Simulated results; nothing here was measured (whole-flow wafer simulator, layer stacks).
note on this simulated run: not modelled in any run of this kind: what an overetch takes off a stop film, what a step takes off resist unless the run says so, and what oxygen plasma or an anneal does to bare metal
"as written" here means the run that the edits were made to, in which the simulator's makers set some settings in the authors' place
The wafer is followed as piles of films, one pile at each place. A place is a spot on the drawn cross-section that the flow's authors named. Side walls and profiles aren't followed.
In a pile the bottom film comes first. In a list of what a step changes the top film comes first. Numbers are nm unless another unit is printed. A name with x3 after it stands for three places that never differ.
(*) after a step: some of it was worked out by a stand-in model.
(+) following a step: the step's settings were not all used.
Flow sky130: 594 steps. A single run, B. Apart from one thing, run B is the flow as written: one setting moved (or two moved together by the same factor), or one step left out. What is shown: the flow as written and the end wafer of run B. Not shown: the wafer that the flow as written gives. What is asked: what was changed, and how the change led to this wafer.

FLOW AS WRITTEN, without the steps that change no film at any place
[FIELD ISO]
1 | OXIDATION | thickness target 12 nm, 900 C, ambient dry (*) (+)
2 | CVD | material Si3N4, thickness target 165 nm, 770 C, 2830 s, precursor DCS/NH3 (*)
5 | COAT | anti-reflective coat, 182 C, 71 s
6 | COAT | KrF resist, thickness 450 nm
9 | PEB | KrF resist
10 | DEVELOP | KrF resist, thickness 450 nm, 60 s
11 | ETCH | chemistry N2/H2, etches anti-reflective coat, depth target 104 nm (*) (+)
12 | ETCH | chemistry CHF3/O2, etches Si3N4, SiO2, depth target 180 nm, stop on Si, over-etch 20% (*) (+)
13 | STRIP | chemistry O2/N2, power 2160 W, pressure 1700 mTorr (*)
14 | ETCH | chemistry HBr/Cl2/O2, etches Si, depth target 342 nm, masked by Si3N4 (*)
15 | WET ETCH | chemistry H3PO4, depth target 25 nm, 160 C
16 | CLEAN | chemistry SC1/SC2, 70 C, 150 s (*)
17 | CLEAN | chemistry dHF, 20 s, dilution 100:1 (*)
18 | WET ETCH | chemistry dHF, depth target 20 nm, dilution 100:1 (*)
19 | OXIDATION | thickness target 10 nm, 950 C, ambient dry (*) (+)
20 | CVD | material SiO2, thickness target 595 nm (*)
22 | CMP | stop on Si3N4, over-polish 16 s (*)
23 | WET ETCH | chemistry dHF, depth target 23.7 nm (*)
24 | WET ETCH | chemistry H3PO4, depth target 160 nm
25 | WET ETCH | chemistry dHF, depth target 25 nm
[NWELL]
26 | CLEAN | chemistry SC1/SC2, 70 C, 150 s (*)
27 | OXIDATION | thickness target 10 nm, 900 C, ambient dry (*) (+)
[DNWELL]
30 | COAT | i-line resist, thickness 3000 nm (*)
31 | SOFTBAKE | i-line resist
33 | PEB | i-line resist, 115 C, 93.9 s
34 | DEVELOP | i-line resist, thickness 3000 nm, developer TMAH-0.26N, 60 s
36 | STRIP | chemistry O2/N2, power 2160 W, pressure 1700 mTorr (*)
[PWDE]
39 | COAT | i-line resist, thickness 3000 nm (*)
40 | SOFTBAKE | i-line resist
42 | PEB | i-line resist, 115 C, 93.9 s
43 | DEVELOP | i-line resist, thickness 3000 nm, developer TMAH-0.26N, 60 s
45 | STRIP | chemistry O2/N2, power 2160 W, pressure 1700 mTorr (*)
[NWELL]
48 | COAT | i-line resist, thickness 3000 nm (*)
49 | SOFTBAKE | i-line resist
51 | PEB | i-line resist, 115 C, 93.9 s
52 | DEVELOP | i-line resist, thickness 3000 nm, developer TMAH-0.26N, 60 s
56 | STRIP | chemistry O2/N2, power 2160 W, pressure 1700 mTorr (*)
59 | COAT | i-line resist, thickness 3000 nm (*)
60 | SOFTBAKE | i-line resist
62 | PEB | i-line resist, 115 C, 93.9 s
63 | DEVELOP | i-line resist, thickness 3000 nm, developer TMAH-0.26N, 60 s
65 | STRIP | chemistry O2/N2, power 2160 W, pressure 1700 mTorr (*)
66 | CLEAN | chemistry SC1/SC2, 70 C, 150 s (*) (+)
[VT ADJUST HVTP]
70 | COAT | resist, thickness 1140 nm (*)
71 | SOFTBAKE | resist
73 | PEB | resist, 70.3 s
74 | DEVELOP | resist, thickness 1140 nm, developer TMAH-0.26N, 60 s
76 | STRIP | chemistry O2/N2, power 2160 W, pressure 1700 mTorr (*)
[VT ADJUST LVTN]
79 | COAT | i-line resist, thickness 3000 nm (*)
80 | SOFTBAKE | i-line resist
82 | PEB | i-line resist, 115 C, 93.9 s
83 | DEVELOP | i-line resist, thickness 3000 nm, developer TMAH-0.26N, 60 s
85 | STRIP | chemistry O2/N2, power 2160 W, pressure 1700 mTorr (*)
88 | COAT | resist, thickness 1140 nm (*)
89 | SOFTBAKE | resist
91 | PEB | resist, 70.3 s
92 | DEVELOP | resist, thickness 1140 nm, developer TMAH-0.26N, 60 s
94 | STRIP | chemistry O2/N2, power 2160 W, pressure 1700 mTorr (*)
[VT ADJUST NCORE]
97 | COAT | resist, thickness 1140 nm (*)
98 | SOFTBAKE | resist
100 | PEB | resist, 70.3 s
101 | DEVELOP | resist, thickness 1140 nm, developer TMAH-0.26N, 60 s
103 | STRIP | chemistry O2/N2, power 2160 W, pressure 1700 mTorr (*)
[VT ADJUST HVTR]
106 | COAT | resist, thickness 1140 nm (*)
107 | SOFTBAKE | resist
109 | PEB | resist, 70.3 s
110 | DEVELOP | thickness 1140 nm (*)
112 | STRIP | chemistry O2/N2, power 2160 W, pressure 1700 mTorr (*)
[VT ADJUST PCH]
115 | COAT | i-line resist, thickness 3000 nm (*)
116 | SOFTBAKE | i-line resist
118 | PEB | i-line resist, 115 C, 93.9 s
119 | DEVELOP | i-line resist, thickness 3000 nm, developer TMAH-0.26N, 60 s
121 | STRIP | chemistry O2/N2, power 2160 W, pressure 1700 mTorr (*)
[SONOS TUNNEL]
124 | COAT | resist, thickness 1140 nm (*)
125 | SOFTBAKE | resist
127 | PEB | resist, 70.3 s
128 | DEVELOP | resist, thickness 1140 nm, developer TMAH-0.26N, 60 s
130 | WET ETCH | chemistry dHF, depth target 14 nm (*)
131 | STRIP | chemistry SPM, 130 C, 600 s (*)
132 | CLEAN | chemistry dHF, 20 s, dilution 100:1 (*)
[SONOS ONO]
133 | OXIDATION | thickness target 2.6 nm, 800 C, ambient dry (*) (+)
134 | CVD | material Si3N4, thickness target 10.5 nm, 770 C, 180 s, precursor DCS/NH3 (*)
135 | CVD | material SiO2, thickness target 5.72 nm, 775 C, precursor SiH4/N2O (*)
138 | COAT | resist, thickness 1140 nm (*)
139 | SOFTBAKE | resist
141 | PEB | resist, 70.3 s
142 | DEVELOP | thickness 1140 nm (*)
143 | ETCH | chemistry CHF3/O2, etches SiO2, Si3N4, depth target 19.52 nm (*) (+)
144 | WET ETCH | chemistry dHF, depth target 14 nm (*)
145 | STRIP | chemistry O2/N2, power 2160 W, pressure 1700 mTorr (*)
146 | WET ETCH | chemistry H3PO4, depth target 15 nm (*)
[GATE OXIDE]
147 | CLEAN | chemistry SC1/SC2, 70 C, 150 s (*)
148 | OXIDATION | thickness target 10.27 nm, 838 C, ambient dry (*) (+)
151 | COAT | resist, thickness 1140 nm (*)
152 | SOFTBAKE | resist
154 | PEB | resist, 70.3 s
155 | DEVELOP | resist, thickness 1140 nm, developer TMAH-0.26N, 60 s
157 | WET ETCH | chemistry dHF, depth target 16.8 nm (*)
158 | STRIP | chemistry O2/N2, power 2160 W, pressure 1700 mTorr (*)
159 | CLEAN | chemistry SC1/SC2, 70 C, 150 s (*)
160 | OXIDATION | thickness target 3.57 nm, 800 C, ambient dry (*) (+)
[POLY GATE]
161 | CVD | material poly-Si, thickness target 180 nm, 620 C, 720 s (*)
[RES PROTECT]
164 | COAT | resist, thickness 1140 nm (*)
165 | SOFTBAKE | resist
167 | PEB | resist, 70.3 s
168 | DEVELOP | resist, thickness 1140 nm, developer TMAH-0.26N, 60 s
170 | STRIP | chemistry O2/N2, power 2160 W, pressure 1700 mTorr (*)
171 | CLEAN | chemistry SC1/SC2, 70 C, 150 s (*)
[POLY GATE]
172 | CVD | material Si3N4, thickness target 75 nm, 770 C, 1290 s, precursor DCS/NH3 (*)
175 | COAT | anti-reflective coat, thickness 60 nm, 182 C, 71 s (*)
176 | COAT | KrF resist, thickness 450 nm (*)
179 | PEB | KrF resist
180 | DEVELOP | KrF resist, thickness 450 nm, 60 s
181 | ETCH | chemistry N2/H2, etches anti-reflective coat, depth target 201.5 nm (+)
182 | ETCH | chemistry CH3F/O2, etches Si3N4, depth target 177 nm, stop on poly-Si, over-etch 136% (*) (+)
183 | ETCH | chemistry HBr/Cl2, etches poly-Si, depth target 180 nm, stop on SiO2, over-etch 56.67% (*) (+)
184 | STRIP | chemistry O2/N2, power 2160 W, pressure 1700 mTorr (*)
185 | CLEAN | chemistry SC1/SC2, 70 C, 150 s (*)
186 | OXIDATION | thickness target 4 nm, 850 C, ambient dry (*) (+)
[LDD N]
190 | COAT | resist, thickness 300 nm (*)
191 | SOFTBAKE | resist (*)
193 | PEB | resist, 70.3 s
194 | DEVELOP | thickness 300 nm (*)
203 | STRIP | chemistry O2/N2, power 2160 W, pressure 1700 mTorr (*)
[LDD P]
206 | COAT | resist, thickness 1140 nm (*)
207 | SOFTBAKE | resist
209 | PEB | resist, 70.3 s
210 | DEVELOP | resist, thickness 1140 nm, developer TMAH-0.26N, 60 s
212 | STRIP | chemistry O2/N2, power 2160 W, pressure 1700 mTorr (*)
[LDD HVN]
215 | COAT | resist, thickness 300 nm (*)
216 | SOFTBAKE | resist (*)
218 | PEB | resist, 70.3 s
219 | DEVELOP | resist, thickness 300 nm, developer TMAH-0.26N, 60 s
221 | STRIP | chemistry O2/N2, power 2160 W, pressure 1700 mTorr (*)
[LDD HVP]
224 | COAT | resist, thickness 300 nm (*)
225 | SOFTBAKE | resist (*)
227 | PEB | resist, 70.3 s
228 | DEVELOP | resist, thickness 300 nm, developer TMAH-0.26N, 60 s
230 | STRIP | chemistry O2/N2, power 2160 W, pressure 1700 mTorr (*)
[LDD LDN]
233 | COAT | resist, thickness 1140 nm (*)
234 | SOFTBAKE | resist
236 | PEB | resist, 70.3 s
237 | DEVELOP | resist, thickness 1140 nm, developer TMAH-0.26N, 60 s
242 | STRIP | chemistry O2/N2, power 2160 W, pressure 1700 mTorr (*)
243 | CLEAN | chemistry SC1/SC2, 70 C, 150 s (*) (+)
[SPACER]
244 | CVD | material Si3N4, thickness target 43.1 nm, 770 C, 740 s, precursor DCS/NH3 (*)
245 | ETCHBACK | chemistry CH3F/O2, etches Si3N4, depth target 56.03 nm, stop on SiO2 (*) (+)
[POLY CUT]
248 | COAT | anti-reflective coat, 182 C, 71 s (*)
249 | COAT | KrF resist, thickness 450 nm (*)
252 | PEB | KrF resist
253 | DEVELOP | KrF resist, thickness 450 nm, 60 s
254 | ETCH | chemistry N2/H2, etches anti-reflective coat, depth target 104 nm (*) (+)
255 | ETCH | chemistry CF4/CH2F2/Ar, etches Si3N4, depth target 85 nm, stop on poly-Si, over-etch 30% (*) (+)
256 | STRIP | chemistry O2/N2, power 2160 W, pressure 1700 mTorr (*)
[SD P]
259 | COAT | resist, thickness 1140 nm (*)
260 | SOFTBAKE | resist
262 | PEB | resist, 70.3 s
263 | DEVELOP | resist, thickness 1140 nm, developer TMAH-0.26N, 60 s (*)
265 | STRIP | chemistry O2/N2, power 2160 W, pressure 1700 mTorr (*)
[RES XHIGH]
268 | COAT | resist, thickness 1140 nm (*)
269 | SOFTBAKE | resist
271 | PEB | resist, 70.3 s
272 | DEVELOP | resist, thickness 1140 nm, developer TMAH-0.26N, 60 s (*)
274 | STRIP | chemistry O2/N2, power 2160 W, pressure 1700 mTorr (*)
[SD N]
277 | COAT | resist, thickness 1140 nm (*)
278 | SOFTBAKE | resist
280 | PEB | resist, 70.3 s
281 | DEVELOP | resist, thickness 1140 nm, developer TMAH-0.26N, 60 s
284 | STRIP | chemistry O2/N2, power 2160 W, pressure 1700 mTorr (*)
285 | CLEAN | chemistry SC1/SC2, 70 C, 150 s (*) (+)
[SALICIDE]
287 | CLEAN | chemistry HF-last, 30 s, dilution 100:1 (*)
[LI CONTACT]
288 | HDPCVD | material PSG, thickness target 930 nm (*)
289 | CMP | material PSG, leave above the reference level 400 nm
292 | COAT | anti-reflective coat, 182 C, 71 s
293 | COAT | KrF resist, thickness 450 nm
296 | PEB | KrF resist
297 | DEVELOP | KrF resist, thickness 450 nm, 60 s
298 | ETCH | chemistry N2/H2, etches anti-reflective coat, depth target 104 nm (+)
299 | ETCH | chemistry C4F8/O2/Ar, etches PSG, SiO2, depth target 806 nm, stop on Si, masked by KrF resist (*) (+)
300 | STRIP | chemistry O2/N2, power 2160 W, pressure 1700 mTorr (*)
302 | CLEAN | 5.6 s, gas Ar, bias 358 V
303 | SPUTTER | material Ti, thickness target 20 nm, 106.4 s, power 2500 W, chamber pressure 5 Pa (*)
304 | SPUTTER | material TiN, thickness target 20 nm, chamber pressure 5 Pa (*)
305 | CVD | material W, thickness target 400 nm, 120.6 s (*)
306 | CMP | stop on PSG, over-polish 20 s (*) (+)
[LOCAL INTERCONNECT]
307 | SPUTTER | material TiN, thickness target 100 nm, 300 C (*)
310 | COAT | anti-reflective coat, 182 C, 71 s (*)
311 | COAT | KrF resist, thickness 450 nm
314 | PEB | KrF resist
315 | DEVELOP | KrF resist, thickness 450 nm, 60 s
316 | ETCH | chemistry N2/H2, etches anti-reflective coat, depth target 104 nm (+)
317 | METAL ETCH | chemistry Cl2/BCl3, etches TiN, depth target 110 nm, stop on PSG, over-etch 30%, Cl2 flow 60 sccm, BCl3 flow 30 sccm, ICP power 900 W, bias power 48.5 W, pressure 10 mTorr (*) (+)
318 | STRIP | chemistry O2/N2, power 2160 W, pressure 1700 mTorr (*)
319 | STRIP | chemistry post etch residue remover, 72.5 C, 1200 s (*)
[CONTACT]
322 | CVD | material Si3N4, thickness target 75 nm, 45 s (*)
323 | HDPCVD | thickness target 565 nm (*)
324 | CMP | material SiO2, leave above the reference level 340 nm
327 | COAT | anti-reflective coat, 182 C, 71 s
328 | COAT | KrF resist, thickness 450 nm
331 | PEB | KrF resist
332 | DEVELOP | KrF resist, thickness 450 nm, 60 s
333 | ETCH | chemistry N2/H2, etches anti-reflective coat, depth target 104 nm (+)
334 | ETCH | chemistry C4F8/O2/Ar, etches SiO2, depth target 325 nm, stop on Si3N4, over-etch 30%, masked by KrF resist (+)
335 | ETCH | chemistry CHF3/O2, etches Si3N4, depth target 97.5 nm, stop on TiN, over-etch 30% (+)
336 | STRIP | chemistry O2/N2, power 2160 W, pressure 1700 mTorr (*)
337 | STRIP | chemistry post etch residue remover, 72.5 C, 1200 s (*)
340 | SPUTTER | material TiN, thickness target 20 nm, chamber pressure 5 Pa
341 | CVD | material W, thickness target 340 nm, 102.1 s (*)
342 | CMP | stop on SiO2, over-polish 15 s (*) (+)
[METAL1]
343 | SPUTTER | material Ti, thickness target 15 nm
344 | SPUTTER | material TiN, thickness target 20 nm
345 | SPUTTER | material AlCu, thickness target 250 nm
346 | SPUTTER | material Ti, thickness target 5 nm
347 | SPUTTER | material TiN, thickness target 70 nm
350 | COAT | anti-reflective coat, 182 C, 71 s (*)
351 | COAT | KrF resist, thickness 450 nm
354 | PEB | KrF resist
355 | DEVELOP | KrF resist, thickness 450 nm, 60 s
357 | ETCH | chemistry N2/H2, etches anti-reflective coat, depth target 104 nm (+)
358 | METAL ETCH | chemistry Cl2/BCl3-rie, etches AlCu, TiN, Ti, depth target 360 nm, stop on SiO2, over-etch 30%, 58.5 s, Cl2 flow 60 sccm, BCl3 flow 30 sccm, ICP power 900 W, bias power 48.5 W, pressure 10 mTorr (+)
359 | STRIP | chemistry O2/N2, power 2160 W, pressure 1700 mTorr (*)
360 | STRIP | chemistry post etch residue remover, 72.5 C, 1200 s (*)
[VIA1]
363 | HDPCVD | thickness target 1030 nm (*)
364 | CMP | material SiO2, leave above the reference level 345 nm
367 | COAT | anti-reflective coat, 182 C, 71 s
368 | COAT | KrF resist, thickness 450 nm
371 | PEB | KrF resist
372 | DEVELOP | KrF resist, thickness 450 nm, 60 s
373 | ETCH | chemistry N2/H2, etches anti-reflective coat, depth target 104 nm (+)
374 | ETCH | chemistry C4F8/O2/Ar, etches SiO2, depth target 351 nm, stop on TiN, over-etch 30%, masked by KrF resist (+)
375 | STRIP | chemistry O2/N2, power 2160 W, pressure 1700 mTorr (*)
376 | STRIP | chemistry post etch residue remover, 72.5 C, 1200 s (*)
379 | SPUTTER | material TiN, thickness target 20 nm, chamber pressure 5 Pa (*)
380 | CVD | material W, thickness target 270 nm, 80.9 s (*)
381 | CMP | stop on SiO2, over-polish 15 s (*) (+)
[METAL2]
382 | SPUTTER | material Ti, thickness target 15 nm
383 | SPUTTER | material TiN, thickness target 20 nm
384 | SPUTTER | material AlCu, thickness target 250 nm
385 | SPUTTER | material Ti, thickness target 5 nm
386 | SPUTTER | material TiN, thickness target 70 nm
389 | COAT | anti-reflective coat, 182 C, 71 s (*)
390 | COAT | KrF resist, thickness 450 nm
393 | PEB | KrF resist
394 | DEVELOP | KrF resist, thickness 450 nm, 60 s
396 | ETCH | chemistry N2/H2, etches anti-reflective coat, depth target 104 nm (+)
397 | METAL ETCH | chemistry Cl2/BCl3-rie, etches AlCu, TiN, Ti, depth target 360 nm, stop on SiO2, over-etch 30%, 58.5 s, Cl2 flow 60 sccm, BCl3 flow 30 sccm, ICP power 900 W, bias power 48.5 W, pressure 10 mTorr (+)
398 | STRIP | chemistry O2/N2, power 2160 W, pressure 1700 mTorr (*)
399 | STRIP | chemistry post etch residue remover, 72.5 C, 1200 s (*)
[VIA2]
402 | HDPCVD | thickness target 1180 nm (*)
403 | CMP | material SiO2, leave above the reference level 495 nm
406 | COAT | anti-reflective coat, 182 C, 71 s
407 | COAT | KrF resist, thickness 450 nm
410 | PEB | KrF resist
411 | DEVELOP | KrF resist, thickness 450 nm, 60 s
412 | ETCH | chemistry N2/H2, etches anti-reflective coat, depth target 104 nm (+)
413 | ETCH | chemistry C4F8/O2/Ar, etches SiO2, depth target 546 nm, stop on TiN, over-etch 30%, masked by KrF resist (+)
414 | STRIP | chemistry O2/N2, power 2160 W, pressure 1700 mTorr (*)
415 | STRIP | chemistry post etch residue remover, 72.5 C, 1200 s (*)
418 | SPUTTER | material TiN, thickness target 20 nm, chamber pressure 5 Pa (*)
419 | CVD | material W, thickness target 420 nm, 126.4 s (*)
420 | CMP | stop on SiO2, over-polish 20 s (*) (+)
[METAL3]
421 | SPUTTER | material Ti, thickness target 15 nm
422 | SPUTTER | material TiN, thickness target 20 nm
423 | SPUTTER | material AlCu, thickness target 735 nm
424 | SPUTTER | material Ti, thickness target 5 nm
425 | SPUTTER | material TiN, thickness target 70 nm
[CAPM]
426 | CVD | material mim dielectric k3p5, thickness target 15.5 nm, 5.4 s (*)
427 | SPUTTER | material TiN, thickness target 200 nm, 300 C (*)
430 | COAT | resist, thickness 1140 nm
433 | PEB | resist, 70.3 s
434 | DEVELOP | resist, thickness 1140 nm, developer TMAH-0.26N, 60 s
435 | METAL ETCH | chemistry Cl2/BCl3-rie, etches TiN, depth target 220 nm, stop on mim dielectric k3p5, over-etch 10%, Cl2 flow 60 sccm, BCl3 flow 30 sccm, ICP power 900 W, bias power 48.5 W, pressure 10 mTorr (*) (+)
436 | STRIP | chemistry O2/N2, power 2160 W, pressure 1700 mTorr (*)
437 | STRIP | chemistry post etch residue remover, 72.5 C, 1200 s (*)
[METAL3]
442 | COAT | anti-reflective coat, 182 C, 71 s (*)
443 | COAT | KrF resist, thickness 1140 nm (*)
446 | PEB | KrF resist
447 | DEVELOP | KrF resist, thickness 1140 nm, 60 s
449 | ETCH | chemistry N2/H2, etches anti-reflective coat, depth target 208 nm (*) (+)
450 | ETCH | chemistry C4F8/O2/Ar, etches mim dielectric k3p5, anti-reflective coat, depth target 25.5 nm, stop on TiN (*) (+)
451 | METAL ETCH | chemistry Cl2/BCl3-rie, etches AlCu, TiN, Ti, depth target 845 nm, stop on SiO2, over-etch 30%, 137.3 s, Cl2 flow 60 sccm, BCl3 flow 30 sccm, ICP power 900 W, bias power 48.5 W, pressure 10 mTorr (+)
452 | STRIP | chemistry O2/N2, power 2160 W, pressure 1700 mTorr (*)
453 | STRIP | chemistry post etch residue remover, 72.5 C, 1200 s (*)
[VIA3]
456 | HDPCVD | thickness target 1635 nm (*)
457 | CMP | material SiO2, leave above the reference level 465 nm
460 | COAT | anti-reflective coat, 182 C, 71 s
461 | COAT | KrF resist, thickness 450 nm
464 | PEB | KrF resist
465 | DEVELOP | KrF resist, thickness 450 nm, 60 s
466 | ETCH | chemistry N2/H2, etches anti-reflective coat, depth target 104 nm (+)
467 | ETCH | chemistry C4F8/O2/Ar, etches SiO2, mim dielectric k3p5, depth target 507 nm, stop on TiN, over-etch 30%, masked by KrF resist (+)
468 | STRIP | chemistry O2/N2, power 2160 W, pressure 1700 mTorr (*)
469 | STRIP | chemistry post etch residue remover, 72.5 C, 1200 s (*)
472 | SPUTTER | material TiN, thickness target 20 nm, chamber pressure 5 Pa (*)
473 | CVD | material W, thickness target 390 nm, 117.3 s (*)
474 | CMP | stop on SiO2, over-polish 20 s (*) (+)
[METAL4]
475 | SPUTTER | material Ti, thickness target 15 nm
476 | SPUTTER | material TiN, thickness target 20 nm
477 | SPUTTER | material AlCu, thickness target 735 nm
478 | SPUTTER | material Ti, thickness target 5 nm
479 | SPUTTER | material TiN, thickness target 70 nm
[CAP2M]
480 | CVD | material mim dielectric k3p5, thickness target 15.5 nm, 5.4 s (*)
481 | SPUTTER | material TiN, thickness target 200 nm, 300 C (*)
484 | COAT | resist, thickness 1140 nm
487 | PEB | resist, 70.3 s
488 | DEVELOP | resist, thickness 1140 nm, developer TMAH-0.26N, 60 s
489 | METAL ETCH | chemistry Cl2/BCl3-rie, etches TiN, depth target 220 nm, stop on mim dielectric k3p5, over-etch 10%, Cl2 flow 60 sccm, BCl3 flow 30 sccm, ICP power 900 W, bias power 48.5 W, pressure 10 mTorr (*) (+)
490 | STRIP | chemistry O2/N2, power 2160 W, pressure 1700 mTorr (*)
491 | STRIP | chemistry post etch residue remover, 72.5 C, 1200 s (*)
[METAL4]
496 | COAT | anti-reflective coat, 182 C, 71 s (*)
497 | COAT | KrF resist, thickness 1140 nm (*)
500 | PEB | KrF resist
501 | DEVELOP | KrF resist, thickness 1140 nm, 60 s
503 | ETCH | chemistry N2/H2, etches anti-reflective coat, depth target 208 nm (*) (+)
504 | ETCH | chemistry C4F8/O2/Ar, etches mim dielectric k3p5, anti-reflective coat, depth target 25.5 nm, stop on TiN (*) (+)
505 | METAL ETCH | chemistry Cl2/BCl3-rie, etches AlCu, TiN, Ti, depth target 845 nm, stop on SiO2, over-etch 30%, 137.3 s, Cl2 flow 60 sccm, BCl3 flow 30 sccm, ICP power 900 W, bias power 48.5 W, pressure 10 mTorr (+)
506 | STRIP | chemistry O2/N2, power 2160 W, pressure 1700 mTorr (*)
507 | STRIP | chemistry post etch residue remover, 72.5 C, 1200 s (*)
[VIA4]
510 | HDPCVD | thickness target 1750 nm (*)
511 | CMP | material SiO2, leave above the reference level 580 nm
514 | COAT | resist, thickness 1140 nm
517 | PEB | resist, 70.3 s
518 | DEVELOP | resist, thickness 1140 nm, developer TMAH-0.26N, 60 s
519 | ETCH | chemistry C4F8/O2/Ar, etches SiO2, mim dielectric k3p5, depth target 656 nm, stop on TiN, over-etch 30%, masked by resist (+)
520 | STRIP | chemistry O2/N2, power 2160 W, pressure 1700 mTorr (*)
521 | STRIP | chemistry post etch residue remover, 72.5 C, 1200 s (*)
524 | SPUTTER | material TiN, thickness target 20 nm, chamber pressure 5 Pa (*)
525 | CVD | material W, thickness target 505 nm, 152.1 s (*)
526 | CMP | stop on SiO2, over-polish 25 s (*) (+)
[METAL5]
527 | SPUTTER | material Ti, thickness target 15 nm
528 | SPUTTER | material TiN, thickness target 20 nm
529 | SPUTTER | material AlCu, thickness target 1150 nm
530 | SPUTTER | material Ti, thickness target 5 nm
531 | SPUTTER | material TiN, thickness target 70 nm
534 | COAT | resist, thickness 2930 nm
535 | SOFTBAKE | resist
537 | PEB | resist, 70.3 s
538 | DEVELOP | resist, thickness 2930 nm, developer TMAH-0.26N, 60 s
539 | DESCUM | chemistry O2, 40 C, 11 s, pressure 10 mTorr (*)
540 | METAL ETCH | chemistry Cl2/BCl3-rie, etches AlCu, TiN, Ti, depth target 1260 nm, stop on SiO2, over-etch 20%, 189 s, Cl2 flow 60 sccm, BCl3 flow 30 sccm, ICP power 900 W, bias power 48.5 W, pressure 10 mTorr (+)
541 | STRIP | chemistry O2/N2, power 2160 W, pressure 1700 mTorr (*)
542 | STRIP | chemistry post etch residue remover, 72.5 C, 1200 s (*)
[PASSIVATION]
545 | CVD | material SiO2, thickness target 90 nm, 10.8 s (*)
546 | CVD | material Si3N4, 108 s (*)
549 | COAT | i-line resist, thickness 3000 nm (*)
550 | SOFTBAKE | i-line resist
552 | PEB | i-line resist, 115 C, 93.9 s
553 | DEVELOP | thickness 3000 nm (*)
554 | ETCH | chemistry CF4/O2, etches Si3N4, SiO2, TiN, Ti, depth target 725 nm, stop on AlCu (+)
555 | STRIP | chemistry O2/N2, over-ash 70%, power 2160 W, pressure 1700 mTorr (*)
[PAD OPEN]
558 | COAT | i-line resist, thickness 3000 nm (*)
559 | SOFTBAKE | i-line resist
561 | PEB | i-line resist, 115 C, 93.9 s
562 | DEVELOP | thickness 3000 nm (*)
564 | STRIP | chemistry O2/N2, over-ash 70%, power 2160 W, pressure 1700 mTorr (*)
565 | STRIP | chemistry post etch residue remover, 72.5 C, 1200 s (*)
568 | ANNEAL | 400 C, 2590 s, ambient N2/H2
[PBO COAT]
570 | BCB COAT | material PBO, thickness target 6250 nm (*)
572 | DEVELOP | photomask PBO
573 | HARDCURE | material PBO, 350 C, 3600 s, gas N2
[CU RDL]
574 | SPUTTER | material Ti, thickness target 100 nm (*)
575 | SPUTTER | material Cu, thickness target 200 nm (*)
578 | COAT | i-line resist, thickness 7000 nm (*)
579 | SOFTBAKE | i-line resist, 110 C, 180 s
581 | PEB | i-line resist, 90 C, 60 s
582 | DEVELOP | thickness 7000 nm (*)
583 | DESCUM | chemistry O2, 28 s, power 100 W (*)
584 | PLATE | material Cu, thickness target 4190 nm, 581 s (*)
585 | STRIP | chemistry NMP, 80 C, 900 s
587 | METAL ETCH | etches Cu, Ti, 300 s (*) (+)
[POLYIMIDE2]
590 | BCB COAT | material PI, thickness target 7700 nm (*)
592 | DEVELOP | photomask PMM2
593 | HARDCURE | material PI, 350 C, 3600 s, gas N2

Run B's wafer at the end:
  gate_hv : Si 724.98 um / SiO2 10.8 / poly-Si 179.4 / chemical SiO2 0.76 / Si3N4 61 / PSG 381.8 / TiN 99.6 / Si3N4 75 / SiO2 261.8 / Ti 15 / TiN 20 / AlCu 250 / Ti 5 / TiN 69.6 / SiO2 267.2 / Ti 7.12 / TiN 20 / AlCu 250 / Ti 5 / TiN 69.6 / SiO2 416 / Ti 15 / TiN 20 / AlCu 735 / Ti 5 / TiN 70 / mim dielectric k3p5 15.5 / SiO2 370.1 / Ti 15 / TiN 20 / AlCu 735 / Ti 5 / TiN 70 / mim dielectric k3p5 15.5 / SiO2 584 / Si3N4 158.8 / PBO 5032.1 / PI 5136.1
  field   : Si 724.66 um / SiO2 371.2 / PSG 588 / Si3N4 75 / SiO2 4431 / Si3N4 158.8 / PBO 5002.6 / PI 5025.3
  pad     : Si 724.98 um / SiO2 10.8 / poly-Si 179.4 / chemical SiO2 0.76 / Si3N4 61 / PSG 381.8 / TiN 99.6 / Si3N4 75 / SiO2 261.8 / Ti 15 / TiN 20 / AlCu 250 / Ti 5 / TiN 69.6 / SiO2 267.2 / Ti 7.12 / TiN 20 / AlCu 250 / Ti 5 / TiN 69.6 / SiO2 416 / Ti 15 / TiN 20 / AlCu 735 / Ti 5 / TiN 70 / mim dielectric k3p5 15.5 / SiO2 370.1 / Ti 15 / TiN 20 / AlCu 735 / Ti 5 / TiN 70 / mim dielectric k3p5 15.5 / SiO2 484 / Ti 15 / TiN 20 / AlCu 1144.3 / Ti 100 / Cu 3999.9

The reason: step 382, SPUTTER: thickness target 7.12 nm was run, though the flow has thickness target 15 nm.
The wafer lets one read it off: gate_hv has Ti 7.12, and step 382 as written asks for 15 nm.

The path from the change to this, step by step:
  382 | SPUTTER | material Ti, thickness target 15 nm
      field, active, n_well and 188 more: +7.12 Ti (new film) (it would be, as written: +15 Ti (new film))
  397 | METAL ETCH | chemistry Cl2/BCl3-rie, etches AlCu, TiN, Ti, depth target 360 nm, stop on SiO2, over-etch 30%, 58.5 s, Cl2 flow 60 sccm, BCl3 flow 30 sccm, ICP power 900 W, bias power 48.5 W, pressure 10 mTorr (+)
      field, active, gate and 82 more: -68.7 TiN (all of it), -5 Ti (all of it), -250 AlCu (all of it), -20 TiN (all of it), -7.12 Ti (all of it), -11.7 SiO2 (it would be, as written: -68.7 TiN (all of it), -5 Ti (all of it), -250 AlCu (all of it), -20 TiN (all of it), -15 Ti (all of it), -10.9 SiO2)
